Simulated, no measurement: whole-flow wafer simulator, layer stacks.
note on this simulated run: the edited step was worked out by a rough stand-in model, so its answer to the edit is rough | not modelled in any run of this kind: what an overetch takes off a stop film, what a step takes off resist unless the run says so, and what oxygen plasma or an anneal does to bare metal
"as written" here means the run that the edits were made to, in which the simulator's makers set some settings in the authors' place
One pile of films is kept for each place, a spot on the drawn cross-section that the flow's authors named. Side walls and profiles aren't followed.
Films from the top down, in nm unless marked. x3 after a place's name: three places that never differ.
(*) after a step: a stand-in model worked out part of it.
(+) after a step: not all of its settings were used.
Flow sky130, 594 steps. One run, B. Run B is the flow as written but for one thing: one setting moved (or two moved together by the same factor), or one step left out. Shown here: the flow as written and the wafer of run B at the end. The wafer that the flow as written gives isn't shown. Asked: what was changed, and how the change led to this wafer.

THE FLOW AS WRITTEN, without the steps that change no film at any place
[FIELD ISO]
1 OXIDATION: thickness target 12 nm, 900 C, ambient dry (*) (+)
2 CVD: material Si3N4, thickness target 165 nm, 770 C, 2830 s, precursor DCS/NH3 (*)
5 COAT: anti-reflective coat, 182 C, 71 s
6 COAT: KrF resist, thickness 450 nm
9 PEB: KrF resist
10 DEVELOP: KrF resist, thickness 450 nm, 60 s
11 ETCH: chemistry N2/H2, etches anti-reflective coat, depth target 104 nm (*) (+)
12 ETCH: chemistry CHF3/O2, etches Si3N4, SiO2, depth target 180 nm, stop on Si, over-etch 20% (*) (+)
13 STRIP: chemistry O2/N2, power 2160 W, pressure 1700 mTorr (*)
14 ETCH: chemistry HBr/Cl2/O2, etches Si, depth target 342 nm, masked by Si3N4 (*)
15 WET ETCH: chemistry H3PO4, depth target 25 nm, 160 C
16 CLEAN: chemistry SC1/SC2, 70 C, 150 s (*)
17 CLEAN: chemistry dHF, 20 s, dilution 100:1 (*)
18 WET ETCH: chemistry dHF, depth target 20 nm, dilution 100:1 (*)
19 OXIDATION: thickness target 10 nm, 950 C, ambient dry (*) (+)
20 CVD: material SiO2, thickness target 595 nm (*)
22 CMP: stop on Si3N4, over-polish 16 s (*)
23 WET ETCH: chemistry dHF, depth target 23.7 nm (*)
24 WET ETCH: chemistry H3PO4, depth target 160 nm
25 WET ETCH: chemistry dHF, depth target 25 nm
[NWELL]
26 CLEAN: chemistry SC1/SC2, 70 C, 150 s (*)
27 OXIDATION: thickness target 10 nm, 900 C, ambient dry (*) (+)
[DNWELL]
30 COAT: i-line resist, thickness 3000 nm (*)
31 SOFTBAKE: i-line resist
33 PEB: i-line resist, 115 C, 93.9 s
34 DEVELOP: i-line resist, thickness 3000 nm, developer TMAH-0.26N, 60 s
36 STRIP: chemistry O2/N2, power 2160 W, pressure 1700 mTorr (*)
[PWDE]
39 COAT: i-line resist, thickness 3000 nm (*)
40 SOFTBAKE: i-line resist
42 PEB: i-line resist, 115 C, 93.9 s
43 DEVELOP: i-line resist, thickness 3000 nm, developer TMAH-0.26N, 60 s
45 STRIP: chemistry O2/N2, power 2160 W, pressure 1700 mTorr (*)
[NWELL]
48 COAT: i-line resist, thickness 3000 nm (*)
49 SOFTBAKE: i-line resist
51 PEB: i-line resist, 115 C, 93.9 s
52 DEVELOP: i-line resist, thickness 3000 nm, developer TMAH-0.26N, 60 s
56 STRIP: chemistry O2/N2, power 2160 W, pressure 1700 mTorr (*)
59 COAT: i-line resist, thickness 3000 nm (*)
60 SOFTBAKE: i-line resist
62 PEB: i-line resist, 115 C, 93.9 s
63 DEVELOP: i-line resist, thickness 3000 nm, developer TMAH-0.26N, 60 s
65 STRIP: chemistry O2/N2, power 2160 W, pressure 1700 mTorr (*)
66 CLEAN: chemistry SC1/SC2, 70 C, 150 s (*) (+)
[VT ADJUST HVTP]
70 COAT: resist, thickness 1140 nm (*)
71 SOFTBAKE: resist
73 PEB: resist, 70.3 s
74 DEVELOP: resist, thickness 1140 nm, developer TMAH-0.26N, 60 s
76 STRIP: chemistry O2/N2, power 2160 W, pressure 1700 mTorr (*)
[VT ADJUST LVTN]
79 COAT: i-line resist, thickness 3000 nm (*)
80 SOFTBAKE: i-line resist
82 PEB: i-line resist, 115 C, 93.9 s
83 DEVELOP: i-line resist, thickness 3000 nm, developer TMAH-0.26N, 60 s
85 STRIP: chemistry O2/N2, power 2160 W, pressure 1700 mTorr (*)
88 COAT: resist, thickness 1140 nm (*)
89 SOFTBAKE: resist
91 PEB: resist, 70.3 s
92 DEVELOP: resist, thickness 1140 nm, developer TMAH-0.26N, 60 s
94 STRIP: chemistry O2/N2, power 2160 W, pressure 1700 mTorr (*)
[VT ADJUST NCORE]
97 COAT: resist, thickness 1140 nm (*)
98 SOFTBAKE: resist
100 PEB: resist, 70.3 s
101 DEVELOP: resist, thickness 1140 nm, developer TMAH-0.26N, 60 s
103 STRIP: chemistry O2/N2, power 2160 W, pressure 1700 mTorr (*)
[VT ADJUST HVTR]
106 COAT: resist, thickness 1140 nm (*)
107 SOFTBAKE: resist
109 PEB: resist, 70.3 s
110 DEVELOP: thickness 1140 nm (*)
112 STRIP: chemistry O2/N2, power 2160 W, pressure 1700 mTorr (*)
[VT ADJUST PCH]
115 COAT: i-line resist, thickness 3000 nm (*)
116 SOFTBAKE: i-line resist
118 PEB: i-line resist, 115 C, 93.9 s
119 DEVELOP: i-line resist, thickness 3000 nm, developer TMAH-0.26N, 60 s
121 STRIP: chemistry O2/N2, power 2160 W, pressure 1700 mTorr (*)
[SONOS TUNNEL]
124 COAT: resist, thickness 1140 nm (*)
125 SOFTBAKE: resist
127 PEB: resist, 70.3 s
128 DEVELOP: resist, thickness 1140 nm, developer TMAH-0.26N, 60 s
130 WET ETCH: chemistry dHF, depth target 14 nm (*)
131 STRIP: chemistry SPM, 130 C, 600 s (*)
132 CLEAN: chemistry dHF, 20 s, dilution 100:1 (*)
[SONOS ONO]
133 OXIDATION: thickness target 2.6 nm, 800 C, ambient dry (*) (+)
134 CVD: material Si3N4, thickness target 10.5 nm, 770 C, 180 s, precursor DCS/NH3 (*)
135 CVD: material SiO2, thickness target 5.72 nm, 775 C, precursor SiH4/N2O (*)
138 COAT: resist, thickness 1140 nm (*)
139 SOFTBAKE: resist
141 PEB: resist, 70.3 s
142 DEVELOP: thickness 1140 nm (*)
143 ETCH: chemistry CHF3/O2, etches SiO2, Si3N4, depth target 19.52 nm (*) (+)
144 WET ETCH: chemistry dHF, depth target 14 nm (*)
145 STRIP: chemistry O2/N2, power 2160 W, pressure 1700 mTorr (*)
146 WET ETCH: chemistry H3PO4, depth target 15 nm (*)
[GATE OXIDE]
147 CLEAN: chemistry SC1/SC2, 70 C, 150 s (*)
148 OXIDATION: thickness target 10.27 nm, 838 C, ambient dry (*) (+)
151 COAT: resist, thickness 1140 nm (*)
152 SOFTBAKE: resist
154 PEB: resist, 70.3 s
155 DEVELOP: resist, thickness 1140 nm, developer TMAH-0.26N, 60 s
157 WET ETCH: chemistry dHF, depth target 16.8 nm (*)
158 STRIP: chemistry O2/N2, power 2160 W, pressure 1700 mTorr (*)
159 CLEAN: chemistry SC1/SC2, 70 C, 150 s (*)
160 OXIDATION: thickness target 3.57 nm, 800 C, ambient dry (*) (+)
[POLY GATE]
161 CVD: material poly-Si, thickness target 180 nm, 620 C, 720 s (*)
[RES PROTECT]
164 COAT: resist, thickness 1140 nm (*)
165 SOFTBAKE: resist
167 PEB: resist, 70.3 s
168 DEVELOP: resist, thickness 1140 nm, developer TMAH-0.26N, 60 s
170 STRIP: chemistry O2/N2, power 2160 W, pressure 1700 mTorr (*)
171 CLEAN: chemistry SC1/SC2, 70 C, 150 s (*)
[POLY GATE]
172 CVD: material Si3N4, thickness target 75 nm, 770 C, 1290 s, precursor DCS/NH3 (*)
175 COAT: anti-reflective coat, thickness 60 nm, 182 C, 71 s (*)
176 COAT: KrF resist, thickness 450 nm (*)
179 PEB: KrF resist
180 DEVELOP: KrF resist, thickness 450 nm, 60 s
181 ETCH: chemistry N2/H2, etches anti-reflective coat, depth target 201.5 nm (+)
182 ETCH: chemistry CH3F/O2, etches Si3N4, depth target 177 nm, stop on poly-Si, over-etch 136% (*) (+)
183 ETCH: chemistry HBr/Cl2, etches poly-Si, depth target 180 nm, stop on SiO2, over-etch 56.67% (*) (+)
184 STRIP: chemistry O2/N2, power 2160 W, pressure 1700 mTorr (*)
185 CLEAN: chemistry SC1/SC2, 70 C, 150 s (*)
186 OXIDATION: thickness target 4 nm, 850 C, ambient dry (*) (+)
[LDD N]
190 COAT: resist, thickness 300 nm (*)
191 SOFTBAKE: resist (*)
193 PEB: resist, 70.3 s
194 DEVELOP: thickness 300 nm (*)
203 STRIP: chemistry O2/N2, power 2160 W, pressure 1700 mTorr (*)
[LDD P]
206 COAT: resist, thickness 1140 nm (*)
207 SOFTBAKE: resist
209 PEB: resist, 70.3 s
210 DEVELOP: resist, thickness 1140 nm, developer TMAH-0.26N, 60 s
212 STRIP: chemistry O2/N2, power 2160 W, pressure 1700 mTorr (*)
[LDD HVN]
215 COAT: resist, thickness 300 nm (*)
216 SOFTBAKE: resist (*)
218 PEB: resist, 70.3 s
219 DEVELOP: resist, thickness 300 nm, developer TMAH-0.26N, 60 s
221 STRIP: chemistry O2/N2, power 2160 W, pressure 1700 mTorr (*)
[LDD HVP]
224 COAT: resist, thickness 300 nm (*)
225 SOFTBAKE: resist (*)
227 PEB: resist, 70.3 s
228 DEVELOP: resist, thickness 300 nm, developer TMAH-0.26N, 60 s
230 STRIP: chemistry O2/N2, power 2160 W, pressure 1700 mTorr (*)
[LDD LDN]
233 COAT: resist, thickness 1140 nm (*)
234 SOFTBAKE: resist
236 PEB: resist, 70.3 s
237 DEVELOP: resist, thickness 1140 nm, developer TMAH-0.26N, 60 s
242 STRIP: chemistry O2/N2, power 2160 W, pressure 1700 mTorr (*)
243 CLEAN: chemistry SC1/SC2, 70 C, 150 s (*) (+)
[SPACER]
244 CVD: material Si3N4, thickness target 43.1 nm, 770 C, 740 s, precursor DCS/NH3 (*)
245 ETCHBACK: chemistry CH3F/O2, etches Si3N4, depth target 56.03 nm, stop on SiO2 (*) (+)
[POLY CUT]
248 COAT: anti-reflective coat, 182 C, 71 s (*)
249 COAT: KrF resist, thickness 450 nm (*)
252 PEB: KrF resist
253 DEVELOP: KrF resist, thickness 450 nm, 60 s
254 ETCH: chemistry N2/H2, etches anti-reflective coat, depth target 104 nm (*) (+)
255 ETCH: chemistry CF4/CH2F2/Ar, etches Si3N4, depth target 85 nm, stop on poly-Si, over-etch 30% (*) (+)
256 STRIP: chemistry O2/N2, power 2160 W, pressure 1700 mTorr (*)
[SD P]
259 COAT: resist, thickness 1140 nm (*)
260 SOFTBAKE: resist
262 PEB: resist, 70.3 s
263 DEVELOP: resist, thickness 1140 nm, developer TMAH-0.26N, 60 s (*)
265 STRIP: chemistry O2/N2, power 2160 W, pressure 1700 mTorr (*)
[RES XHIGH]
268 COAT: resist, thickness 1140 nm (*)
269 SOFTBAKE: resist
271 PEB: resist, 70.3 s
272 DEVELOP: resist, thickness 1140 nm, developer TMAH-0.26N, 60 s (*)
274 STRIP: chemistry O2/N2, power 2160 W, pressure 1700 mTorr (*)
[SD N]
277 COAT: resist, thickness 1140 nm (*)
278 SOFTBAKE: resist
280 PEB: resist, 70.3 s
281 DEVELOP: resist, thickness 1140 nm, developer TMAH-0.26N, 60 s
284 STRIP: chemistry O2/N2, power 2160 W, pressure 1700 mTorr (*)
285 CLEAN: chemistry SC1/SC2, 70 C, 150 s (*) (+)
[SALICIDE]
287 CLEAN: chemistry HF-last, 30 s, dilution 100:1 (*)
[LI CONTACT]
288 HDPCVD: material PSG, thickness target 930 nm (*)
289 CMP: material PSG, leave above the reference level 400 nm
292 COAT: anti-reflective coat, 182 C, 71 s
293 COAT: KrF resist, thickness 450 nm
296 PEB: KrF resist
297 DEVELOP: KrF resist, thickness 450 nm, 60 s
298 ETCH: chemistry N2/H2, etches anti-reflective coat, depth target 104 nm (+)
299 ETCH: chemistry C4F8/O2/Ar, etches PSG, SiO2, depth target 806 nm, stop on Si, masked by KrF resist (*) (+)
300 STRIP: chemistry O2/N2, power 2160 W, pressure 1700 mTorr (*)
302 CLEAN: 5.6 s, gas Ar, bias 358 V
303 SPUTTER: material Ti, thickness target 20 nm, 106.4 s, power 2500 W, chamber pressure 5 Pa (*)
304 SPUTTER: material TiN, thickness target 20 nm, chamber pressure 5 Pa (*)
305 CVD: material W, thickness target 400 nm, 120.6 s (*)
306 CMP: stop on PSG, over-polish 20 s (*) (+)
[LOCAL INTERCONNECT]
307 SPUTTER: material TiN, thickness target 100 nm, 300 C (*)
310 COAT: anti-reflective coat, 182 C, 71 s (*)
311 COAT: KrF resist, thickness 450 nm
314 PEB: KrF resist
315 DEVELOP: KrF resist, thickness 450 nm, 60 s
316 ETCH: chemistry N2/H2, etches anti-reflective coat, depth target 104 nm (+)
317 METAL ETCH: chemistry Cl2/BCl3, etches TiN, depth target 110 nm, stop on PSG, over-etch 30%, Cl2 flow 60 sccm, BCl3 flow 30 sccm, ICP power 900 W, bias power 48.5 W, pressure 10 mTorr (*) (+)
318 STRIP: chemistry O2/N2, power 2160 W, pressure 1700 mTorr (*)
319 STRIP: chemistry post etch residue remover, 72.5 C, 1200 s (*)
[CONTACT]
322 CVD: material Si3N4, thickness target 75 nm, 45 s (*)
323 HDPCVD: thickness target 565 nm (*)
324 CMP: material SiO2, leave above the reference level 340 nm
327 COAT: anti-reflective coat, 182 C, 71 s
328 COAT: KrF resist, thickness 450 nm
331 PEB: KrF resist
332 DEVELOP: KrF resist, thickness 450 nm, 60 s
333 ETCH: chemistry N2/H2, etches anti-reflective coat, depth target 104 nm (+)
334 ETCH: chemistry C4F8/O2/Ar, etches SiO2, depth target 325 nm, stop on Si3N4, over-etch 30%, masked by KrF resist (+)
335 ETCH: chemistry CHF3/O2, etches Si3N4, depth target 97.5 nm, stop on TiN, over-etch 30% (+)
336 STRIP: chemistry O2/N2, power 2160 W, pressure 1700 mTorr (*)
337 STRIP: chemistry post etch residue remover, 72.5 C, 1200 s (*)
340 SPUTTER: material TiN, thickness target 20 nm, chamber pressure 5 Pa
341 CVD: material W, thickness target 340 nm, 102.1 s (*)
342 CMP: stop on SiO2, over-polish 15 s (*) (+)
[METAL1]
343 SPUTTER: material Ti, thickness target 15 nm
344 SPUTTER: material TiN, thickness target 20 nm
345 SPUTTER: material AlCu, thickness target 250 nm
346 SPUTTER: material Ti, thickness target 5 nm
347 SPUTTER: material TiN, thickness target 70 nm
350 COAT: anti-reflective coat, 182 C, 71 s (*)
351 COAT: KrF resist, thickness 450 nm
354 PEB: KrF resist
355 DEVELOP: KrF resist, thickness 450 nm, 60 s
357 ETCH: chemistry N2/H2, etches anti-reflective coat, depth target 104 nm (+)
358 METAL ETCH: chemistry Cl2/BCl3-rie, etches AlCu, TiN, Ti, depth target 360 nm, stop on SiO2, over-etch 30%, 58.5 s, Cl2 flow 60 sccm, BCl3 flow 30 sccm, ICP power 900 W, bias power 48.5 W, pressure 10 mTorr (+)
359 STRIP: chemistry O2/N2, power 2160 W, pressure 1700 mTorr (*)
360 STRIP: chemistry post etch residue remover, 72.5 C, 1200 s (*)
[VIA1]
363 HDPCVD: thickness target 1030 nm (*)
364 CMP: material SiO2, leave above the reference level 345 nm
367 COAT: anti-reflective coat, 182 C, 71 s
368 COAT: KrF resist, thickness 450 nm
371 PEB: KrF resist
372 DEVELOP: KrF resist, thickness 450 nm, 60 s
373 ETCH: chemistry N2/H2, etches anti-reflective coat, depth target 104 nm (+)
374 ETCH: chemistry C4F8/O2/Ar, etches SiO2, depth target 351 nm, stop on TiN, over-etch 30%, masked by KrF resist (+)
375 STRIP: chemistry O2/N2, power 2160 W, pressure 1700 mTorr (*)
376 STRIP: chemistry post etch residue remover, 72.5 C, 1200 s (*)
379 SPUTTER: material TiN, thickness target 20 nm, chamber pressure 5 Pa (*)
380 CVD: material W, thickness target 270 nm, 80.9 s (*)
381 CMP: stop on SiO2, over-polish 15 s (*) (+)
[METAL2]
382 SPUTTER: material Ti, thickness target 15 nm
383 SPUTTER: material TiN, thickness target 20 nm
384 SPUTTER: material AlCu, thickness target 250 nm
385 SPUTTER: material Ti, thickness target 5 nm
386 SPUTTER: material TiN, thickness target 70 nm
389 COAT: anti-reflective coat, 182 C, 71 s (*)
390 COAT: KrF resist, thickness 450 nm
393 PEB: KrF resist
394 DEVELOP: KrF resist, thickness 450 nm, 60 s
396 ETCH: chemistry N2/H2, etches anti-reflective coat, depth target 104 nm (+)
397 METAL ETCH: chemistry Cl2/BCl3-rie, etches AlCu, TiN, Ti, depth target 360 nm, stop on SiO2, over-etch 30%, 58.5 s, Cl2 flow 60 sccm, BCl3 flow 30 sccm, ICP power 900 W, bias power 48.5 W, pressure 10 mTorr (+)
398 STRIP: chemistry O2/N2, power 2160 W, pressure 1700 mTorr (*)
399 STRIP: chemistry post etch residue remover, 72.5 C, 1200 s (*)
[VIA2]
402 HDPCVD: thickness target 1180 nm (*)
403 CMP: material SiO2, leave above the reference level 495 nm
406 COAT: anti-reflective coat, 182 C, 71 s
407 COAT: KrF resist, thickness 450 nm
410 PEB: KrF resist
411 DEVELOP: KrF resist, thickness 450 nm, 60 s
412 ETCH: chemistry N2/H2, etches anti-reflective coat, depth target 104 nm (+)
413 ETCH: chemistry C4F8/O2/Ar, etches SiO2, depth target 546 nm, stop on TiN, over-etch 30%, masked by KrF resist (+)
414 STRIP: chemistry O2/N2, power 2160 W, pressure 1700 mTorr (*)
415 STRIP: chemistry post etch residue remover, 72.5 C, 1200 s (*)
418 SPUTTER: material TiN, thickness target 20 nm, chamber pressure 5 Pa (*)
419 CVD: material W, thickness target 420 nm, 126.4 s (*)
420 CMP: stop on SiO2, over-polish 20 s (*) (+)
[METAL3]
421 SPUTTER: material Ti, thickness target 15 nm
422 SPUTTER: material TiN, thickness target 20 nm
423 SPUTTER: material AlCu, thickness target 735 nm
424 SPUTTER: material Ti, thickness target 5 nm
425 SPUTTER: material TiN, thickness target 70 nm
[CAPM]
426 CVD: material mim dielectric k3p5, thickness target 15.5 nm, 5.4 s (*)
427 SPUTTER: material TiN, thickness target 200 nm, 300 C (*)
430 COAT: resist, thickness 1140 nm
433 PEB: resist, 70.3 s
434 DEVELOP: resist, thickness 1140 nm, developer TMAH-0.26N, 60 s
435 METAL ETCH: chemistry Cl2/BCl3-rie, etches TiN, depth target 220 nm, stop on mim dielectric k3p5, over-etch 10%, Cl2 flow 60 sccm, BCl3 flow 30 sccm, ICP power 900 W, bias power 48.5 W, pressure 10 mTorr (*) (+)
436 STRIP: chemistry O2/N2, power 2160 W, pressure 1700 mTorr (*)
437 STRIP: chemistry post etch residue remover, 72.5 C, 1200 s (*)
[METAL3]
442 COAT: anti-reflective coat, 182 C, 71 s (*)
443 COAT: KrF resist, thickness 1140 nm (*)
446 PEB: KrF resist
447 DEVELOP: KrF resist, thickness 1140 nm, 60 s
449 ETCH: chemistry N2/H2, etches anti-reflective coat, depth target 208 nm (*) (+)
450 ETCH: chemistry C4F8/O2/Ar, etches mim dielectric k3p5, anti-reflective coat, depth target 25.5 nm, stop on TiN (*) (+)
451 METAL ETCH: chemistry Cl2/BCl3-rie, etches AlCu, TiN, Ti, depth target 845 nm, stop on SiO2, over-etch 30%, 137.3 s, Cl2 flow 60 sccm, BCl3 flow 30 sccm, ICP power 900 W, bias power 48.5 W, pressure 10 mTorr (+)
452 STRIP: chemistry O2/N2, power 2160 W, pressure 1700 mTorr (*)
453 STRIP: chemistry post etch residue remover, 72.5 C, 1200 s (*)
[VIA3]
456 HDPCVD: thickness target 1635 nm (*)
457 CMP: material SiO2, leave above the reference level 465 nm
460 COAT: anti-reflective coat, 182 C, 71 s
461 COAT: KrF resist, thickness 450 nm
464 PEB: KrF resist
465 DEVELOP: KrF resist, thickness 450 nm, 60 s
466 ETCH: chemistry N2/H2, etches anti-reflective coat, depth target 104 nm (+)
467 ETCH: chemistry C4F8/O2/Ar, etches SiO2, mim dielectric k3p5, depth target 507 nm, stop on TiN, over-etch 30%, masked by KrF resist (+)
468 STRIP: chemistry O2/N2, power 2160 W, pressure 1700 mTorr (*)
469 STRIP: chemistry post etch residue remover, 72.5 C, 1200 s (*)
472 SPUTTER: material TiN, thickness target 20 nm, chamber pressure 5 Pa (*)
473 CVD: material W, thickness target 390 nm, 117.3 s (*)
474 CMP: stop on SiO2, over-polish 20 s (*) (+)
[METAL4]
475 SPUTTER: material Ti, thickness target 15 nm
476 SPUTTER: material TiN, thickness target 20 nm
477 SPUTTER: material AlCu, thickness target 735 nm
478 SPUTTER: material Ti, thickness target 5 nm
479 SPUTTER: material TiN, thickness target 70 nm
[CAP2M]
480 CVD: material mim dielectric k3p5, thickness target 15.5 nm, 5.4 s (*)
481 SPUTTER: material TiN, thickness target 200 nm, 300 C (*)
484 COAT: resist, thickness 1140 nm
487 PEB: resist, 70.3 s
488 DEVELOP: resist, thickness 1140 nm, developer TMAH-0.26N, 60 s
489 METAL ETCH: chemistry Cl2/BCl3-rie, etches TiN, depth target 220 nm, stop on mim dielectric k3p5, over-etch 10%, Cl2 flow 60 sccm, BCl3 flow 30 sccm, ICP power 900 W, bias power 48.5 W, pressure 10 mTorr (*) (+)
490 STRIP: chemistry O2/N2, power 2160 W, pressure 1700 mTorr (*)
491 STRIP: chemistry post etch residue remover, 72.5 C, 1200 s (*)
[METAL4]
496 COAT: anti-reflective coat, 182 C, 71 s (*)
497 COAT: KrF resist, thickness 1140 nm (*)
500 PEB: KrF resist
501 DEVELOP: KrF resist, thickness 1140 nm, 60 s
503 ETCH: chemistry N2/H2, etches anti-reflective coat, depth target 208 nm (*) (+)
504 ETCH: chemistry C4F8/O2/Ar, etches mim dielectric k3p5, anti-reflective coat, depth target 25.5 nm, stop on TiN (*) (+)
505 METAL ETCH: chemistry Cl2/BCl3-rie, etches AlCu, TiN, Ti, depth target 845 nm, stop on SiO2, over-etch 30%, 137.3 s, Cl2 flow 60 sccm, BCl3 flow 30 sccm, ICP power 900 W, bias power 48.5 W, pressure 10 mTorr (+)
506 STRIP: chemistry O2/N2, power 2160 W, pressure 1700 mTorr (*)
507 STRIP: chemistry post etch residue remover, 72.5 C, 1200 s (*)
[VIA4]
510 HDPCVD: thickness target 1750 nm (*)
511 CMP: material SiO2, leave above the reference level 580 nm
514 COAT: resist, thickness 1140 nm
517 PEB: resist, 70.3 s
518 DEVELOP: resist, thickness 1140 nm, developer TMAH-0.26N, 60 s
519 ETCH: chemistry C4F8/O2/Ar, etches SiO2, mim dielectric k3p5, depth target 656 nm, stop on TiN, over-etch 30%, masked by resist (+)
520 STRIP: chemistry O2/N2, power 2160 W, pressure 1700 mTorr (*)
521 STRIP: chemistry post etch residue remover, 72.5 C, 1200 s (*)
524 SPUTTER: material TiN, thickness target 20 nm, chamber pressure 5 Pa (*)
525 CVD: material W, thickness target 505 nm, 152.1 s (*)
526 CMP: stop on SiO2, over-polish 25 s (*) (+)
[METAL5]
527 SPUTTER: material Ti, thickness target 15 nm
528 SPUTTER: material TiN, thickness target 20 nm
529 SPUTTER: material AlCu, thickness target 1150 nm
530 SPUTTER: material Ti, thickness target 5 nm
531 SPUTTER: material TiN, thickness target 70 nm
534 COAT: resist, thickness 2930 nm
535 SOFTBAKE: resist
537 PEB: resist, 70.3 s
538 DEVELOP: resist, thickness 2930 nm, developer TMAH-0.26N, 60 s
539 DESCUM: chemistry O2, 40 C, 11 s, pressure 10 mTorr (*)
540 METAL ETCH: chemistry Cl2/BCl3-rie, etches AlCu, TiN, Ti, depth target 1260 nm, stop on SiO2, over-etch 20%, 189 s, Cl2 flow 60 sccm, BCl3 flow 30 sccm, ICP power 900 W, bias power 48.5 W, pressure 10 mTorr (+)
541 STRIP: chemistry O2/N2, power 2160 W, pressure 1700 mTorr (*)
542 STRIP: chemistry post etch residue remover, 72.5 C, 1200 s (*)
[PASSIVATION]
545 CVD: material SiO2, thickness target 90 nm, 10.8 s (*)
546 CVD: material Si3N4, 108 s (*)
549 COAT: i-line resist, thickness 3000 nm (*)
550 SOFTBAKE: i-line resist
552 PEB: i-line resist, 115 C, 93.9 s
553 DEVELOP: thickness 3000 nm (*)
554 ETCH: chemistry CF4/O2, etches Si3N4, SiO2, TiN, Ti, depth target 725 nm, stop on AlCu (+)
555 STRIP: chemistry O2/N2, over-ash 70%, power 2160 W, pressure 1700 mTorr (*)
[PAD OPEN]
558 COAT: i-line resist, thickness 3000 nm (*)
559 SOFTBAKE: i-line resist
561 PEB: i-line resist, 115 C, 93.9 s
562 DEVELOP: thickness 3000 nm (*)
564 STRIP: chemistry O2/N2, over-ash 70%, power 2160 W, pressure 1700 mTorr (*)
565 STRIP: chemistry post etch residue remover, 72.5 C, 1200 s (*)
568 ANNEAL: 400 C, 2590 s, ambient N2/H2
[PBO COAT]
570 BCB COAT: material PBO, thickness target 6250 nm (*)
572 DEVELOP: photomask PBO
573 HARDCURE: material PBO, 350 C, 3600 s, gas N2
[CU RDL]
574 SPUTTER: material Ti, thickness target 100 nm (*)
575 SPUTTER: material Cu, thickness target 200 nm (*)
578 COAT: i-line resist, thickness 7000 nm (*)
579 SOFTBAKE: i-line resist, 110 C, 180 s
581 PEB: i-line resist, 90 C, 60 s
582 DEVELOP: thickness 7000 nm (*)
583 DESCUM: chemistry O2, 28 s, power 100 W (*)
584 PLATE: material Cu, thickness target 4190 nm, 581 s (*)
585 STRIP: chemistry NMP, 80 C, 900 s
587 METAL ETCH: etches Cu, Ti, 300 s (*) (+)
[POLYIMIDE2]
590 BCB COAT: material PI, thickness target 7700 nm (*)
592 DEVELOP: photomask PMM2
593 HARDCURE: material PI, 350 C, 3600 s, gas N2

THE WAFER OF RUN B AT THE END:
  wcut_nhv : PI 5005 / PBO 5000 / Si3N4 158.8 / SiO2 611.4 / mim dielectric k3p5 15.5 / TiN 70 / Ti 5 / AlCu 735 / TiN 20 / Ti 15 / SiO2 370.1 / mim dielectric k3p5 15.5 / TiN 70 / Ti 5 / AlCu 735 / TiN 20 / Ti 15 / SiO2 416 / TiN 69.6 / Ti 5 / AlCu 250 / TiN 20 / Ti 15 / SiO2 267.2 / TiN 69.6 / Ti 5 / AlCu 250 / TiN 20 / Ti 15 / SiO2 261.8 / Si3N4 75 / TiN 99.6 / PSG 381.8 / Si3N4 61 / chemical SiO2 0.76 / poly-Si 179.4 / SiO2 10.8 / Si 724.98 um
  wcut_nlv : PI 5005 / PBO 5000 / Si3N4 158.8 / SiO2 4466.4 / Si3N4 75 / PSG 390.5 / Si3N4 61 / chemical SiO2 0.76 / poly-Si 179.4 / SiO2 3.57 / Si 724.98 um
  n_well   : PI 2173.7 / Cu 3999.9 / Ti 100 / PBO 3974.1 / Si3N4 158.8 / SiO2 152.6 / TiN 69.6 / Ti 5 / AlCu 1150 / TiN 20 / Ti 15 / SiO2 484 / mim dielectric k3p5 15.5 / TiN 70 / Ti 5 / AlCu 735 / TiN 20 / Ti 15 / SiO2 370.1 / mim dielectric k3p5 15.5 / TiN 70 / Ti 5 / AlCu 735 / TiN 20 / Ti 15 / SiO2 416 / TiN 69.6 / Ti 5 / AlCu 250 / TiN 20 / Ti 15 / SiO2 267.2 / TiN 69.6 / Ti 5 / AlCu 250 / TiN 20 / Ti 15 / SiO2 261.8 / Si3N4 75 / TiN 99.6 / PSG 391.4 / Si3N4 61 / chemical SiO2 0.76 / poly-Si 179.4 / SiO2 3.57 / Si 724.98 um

The cause: step 545, CVD: thickness target 110 nm was run, where the flow has thickness target 90 nm; step 545, CVD: 13.2 s was run, where the flow has 10.8 s.

How the change led to this, step by step:
  545 CVD: material SiO2, thickness target 90 nm, 10.8 s (*)
      field, active, gate and 175 more: SiO2 +152.6 (as written it would be: SiO2 +125.2)
      n_well, p_well, sd_n and 12 more: SiO2 +152.6 (new film) (as written it would be: SiO2 +125.2 (new film))
  550 SOFTBAKE: i-line resist
      gate_p_lvt, iso_guard_hv_nw: i-line resist +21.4 (as written it would be: i-line resist +20.6)
      active: i-line resist +12.6 (as written it would be: i-line resist +12)
      (and at 47 more places)
  554 ETCH: chemistry CF4/O2, etches Si3N4, SiO2, TiN, Ti, depth target 725 nm, stop on AlCu (+)
      field, active, n_well and 189 more: i-line resist -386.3 (as written it would be: i-line resist -358.9)
      pad: Si3N4 -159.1 (all of it), SiO2 -152.6 (all of it), TiN -69.6 (all of it), Ti -5 (all of it) (as written it would be: Si3N4 -159.1 (all of it), SiO2 -125.2 (all of it), TiN -69.6 (all of it), Ti -5 (all of it))
  555 STRIP: chemistry O2/N2, over-ash 70%, power 2160 W, pressure 1700 mTorr (*)
      n_well, p_well, sd_n, sd_p: i-line resist -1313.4 (all of it) (as written it would be: i-line resist -1340.8 (all of it))
  559 SOFTBAKE: i-line resist
      gate_p_lvt, iso_guard_hv_nw: i-line resist +21.4 (as written it would be: i-line resist +20.6)
      field: i-line resist +13.2 (as written it would be: i-line resist +12.5)
      (and at 53 more places)
  578 COAT: i-line resist, thickness 7000 nm (*)
      pad: i-line resist +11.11 um (new film) (as written it would be: i-line resist +11.08 um (new film))
  582 DEVELOP: thickness 7000 nm (*)
      pad: i-line resist -11.11 um (all of it) (as written it would be: i-line resist -11.08 um (all of it))
